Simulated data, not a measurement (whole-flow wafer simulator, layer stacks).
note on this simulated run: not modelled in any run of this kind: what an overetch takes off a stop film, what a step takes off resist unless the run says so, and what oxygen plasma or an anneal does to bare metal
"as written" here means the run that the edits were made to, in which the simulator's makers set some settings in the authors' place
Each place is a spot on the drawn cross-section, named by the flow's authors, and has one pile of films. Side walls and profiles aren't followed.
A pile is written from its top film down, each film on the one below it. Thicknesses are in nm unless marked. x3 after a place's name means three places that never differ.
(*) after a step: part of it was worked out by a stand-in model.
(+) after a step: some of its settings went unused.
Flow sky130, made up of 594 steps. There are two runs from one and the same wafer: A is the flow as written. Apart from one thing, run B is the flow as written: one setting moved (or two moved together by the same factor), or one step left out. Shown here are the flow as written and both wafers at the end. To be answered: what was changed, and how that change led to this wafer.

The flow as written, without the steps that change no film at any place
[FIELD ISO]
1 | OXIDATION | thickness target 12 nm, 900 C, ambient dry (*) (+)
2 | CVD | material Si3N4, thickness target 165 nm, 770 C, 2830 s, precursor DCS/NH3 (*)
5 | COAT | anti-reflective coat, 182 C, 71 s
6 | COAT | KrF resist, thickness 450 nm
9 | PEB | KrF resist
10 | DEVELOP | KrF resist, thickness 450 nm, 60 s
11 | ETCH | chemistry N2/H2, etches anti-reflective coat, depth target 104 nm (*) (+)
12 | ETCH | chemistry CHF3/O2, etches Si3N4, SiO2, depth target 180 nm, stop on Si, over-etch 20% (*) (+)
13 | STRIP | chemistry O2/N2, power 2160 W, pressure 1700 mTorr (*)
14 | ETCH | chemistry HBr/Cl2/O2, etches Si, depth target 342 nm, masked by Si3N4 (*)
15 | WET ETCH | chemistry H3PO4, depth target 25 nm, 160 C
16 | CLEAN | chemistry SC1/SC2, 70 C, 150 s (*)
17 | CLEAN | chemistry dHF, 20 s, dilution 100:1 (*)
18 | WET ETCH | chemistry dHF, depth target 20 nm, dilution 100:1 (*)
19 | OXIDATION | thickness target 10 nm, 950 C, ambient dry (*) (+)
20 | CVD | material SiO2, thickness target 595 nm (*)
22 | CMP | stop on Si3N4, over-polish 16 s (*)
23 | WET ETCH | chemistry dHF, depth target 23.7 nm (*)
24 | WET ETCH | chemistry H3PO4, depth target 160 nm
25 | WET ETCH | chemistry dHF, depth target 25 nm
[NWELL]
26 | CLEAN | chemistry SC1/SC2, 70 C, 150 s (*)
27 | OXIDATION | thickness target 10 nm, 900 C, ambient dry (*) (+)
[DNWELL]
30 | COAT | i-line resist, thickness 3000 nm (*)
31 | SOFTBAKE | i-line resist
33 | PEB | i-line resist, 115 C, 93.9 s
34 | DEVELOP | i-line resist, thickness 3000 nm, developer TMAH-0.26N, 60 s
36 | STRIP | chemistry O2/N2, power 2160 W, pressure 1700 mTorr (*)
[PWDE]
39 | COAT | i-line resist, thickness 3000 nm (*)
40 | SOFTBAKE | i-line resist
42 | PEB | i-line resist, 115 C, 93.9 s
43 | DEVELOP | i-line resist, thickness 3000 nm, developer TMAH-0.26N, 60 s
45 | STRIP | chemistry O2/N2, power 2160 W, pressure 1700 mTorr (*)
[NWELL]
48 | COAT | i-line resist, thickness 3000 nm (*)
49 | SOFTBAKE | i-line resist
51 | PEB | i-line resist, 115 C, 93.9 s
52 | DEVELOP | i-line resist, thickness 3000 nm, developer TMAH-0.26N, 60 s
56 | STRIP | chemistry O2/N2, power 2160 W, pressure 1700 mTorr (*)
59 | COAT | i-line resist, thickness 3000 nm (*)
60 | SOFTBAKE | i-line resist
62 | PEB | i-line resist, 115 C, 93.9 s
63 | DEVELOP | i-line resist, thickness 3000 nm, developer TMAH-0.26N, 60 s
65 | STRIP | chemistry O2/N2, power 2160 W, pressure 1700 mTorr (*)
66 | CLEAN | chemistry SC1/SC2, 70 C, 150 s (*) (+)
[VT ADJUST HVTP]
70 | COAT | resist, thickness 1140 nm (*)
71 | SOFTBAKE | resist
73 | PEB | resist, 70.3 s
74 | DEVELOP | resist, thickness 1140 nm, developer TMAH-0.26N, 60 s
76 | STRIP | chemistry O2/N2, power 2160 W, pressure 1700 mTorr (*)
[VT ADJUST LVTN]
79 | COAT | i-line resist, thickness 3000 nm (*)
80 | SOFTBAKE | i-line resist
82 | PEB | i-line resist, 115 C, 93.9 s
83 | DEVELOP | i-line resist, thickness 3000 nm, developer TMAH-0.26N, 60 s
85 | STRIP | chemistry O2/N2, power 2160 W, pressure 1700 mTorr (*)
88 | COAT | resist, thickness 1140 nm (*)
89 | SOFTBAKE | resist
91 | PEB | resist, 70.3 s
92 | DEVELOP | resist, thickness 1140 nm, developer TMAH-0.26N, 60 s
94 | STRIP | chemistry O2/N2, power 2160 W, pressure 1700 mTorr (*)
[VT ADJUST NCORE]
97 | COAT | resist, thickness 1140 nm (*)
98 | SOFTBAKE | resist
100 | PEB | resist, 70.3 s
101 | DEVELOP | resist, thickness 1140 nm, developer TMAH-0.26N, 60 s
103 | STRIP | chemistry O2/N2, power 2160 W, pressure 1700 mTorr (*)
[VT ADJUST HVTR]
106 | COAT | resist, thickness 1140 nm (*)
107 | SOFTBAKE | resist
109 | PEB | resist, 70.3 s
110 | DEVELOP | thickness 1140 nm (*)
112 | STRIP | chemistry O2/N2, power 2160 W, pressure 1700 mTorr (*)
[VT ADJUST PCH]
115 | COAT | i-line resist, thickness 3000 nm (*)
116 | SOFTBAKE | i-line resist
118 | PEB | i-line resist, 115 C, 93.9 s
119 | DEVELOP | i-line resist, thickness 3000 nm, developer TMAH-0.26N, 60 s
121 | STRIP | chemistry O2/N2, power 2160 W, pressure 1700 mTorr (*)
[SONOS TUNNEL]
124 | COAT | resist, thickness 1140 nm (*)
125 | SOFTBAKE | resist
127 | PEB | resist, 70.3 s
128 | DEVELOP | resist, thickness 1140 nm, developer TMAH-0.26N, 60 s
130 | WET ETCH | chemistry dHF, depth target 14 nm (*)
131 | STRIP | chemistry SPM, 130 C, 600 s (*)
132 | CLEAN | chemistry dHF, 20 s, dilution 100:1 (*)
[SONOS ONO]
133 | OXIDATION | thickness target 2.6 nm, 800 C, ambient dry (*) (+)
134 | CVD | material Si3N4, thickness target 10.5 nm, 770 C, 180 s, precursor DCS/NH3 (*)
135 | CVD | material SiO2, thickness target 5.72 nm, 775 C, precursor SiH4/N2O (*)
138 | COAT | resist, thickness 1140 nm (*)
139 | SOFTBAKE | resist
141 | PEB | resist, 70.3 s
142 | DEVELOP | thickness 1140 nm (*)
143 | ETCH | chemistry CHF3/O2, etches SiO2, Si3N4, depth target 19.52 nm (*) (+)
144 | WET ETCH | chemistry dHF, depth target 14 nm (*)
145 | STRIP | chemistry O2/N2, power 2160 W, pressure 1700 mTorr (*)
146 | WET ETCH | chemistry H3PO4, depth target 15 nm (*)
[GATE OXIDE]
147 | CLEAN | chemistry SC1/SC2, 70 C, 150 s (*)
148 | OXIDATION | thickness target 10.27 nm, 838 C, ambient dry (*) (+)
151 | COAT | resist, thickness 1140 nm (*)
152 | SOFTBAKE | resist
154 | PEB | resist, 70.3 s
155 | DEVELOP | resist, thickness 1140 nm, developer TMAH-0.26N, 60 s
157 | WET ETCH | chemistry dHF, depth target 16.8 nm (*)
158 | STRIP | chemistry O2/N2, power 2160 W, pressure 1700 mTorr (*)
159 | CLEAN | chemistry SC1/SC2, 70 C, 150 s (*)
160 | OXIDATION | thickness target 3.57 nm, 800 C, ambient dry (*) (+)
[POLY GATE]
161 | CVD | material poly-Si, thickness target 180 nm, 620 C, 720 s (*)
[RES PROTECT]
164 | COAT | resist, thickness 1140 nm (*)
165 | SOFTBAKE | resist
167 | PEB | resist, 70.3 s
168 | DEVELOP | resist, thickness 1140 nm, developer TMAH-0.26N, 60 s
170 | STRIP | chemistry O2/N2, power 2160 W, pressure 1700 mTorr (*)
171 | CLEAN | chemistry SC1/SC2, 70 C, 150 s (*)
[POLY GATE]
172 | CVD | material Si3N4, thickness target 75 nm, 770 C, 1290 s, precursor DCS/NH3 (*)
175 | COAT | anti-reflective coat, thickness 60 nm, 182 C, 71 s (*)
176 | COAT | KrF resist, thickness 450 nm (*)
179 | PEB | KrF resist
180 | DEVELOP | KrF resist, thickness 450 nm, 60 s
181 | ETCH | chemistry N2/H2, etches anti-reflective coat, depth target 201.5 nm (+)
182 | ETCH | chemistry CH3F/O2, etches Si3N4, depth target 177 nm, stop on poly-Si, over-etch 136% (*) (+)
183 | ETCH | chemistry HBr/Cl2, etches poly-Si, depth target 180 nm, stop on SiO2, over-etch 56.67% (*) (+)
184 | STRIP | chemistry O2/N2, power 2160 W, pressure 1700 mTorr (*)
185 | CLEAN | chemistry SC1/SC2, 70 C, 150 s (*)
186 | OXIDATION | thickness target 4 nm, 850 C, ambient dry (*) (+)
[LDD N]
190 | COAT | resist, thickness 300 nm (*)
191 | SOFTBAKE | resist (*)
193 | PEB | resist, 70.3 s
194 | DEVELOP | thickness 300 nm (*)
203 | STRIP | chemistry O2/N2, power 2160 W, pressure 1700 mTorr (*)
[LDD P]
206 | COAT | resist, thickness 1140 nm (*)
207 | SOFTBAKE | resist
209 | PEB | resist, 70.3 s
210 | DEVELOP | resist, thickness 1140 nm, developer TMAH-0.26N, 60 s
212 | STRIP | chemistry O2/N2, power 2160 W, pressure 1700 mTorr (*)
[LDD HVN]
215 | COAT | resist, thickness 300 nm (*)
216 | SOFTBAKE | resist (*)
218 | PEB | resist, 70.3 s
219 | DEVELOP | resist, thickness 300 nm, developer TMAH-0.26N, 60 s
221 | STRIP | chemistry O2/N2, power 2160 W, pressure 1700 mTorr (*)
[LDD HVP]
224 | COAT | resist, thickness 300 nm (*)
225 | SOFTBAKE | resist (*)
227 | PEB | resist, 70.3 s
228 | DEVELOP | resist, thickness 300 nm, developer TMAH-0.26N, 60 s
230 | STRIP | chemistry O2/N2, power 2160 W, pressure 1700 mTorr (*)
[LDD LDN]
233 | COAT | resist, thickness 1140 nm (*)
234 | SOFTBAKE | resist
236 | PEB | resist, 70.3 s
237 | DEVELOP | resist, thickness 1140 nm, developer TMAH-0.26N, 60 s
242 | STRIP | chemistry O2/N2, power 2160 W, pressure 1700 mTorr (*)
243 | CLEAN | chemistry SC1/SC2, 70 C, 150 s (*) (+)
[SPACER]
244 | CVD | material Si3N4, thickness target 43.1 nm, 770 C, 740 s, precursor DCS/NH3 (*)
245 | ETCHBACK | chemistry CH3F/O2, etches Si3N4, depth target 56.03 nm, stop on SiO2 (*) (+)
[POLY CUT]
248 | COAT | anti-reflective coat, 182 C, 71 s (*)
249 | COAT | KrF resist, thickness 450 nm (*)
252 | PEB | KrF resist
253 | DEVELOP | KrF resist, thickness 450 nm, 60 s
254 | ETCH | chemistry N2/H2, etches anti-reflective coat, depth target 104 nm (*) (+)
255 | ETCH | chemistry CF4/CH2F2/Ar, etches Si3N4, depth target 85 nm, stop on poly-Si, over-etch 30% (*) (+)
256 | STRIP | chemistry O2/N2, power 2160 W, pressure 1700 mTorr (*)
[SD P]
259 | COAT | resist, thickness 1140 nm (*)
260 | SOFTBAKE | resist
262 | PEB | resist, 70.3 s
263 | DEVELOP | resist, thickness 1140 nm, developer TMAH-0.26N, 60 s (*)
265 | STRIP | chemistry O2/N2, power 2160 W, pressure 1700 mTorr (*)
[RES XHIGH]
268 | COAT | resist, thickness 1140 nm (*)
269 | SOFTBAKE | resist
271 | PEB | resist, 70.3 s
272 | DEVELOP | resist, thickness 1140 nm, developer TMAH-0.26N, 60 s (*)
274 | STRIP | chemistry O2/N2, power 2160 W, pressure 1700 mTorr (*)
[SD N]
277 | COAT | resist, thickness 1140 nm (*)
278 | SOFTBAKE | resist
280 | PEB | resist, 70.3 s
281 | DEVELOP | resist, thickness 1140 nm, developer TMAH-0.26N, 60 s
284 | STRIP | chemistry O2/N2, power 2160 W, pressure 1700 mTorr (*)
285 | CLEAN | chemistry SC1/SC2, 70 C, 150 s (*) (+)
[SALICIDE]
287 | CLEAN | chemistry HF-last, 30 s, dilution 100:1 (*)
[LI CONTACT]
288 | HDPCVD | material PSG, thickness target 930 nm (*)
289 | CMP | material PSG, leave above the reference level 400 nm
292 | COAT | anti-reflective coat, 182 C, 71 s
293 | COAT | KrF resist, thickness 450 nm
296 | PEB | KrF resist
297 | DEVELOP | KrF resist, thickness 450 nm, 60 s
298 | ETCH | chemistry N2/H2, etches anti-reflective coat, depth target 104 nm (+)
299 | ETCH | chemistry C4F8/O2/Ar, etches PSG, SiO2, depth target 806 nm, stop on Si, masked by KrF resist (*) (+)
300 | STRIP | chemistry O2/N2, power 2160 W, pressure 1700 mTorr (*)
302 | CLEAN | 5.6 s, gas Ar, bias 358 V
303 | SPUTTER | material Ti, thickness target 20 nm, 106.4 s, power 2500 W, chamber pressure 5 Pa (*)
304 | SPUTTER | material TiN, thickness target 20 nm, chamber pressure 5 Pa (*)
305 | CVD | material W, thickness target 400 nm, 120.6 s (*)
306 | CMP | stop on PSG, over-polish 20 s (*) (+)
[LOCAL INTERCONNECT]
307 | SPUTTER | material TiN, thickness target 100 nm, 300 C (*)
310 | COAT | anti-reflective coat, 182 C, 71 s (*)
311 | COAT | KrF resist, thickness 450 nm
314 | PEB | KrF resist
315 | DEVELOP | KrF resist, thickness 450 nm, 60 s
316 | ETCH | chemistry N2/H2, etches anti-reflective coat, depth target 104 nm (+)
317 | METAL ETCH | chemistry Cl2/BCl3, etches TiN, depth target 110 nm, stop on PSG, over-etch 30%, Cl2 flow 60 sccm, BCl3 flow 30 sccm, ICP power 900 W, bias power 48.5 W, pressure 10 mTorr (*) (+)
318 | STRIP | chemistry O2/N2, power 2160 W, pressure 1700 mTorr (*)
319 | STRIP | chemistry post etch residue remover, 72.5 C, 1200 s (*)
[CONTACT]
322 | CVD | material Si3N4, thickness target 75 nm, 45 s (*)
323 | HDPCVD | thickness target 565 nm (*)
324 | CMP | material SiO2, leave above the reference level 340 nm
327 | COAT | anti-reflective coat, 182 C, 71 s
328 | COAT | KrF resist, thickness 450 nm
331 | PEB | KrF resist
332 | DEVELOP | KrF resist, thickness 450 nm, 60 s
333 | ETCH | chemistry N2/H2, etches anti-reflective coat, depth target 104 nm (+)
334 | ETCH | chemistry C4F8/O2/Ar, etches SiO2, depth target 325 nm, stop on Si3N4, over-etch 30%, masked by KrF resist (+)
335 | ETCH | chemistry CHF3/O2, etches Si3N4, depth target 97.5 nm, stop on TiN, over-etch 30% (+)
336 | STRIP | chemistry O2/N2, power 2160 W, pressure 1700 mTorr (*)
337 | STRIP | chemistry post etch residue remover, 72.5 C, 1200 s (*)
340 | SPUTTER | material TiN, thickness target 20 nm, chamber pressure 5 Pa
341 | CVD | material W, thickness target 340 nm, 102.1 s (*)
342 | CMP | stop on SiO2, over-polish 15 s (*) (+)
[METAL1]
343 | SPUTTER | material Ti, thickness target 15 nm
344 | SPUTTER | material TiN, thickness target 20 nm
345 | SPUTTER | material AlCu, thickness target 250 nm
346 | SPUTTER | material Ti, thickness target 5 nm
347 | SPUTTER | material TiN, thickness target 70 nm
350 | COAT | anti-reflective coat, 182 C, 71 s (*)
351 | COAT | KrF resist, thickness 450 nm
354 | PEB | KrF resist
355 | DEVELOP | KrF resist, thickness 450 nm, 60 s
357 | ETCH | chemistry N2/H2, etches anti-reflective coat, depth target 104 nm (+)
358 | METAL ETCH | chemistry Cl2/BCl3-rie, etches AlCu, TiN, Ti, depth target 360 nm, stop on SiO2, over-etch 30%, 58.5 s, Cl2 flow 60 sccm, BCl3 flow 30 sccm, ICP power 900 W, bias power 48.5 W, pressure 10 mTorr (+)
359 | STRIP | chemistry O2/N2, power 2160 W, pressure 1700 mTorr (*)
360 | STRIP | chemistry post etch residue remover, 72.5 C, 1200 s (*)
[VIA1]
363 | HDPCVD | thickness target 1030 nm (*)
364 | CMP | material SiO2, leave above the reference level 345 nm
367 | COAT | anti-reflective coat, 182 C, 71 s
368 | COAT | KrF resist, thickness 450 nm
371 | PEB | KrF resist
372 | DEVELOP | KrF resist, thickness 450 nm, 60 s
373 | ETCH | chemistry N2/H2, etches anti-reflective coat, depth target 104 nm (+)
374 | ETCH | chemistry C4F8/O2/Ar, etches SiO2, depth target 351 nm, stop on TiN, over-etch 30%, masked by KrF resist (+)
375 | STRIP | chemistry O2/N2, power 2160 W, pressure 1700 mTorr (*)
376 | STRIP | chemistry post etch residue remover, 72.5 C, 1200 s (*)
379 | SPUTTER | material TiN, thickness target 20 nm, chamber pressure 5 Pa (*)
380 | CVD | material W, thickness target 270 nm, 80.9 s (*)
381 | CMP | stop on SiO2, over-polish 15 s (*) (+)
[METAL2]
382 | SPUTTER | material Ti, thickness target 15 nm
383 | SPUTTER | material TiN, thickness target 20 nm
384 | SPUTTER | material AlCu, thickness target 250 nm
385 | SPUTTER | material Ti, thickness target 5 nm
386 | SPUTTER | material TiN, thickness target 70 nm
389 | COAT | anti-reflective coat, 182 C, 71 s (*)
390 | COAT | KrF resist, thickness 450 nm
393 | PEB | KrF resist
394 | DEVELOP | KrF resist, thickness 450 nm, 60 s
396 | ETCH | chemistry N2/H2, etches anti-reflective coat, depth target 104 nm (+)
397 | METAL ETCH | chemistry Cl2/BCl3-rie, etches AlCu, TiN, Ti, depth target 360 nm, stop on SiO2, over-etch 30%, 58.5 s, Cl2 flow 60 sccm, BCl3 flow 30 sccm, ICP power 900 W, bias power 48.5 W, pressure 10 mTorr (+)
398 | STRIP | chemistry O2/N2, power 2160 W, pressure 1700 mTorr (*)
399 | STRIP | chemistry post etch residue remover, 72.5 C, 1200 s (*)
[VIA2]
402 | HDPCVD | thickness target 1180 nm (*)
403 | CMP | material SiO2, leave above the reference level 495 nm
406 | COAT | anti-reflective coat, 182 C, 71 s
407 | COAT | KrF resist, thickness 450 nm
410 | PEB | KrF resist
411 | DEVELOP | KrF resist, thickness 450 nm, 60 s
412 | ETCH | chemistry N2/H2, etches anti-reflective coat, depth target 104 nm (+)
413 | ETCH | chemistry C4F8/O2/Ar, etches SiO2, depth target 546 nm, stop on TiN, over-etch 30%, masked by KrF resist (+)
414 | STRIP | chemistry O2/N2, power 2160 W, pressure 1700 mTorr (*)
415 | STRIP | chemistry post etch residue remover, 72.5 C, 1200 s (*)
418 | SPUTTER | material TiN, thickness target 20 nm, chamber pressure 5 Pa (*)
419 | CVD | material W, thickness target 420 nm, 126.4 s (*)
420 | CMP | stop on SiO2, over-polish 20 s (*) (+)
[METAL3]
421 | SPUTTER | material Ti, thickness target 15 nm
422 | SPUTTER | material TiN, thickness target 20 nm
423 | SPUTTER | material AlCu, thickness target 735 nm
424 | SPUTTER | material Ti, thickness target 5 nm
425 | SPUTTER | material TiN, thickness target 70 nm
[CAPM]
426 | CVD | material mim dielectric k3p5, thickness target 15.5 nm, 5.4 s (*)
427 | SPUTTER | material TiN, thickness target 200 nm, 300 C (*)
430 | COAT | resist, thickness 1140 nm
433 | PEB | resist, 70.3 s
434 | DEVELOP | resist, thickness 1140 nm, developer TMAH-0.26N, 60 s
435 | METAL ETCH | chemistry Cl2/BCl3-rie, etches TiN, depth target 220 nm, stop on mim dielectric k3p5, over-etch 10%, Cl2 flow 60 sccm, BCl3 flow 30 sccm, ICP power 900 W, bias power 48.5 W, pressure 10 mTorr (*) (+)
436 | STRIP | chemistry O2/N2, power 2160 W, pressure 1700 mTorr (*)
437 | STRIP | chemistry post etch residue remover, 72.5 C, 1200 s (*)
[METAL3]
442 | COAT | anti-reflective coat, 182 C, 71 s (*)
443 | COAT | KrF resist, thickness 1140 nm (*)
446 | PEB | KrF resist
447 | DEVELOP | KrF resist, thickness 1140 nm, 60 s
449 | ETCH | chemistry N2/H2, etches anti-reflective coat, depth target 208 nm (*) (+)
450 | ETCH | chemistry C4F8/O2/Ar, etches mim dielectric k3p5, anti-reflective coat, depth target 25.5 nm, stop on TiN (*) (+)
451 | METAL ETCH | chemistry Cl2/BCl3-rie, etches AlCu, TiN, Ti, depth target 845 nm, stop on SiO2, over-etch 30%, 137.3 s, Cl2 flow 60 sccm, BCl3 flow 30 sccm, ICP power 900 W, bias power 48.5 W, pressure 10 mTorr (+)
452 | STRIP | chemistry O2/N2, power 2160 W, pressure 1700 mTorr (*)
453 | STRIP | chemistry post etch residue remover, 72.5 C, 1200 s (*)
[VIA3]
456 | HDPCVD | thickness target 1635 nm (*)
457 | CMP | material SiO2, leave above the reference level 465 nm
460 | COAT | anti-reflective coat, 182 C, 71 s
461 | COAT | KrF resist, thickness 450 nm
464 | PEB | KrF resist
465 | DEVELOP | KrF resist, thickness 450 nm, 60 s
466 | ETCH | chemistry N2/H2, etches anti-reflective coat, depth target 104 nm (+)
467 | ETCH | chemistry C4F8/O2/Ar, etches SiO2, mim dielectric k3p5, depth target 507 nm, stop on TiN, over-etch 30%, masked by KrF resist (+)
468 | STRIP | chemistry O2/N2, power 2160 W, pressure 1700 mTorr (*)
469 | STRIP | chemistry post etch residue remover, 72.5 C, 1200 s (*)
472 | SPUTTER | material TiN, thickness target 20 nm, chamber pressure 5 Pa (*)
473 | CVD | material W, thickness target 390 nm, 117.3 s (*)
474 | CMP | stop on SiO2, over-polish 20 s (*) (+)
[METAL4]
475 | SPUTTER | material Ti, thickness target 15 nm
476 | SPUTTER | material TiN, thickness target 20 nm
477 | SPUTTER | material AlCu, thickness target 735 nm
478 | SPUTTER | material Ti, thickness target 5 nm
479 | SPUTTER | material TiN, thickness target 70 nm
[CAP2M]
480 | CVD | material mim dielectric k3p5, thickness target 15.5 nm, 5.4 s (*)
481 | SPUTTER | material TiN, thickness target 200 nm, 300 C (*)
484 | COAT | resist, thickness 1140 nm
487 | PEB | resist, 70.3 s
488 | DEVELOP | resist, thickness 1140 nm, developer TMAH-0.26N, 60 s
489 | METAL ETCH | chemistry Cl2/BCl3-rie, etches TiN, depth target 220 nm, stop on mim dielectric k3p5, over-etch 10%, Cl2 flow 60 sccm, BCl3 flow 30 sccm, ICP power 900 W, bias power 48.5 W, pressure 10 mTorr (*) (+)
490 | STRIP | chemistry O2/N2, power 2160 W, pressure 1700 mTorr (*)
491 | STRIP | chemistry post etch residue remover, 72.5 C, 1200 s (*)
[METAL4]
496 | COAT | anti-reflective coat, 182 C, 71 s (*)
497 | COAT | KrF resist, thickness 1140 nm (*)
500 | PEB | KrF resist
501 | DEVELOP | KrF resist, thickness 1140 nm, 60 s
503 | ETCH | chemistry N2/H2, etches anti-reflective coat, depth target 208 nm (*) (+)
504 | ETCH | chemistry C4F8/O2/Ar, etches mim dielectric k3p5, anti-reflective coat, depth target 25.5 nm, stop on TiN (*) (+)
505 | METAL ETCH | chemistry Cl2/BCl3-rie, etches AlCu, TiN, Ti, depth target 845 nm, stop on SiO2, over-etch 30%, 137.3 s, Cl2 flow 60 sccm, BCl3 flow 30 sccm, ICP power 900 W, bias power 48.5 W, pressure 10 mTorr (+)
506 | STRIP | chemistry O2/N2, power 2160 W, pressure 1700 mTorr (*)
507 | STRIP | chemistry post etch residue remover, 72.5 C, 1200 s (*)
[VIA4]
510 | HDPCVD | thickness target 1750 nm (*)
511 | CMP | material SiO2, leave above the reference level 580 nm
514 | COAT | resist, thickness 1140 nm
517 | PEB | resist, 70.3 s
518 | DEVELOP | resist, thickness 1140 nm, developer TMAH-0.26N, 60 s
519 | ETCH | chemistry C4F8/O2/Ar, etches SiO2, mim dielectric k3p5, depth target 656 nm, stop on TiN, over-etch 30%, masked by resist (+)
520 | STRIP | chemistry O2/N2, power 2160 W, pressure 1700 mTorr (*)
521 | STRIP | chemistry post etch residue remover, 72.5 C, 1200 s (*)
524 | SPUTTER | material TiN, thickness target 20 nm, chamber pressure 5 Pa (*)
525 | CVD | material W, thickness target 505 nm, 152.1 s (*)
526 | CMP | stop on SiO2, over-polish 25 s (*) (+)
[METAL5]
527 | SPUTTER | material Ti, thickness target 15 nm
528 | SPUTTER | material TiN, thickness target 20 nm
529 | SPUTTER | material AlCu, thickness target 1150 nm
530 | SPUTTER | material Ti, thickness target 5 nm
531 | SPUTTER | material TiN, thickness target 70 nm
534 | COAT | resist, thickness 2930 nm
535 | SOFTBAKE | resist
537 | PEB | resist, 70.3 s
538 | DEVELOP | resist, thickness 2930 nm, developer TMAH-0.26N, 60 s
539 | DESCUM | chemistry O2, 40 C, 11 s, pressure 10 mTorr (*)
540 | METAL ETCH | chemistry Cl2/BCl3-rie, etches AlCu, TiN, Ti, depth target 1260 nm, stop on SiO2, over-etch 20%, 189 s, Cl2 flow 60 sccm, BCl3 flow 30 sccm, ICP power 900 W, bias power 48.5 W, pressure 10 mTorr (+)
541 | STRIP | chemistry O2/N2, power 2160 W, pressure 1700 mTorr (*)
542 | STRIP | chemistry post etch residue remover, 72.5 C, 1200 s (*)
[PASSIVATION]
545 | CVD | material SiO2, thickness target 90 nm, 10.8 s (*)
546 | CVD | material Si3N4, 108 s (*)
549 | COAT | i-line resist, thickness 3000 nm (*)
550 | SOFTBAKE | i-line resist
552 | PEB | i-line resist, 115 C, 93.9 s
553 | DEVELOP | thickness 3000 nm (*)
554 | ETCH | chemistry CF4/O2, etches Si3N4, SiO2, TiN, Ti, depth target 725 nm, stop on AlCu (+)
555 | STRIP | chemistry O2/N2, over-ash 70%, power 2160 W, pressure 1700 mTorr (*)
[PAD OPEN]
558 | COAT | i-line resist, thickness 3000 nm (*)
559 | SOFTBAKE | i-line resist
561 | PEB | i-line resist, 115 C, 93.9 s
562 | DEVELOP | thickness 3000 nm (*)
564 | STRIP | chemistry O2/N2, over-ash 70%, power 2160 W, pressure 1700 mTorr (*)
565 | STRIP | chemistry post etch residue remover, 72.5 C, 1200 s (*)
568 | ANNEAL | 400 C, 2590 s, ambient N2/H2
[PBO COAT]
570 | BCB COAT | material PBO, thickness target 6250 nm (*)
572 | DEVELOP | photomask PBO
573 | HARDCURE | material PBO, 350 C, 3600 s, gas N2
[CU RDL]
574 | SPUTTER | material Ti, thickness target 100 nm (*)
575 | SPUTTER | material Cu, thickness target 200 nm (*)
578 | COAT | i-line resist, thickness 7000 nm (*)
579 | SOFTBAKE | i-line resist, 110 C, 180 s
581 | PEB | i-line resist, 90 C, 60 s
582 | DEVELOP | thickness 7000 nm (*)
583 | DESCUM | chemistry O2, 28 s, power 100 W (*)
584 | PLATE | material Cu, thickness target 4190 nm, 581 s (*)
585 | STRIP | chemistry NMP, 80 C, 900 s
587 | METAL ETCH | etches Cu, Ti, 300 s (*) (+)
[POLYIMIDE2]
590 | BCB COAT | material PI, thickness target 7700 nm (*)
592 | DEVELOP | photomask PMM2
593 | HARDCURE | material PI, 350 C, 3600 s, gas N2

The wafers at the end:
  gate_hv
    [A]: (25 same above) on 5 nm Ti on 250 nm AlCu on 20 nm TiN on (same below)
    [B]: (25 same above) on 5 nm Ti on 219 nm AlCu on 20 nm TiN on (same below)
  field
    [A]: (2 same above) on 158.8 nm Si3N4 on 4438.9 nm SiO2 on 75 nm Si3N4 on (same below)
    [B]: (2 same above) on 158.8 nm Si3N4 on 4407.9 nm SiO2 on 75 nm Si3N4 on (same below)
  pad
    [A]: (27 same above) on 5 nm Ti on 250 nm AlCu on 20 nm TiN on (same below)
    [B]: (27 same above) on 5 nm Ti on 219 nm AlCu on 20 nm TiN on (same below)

The reason: step 345, SPUTTER: thickness target 219 nm was run, while the flow as written has thickness target 250 nm.
The wafer itself shows it: gate_hv has AlCu 219, and step 345 as written asks for 250 nm.

How this came from the change, step by step:
  345 | SPUTTER | material AlCu, thickness target 250 nm
      field, active, n_well and 188 more: A +250 AlCu (new film) | B +219 AlCu (new film)
  358 | METAL ETCH | chemistry Cl2/BCl3-rie, etches AlCu, TiN, Ti, depth target 360 nm, stop on SiO2, over-etch 30%, 58.5 s, Cl2 flow 60 sccm, BCl3 flow 30 sccm, ICP power 900 W, bias power 48.5 W, pressure 10 mTorr (+)
      field, active, gate and 81 more: A -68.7 TiN (all of it), -5 Ti (all of it), -250 AlCu (all of it), -20 TiN (all of it), -15 Ti (all of it), -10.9 SiO2 | B -68.7 TiN (all of it), -5 Ti (all of it), -219 AlCu (all of it), -20 TiN (all of it), -15 Ti (all of it), -14 SiO2
  364 | CMP | material SiO2, leave above the reference level 345 nm
      field, active, gate and 81 more: A -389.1 SiO2 | B -417 SiO2
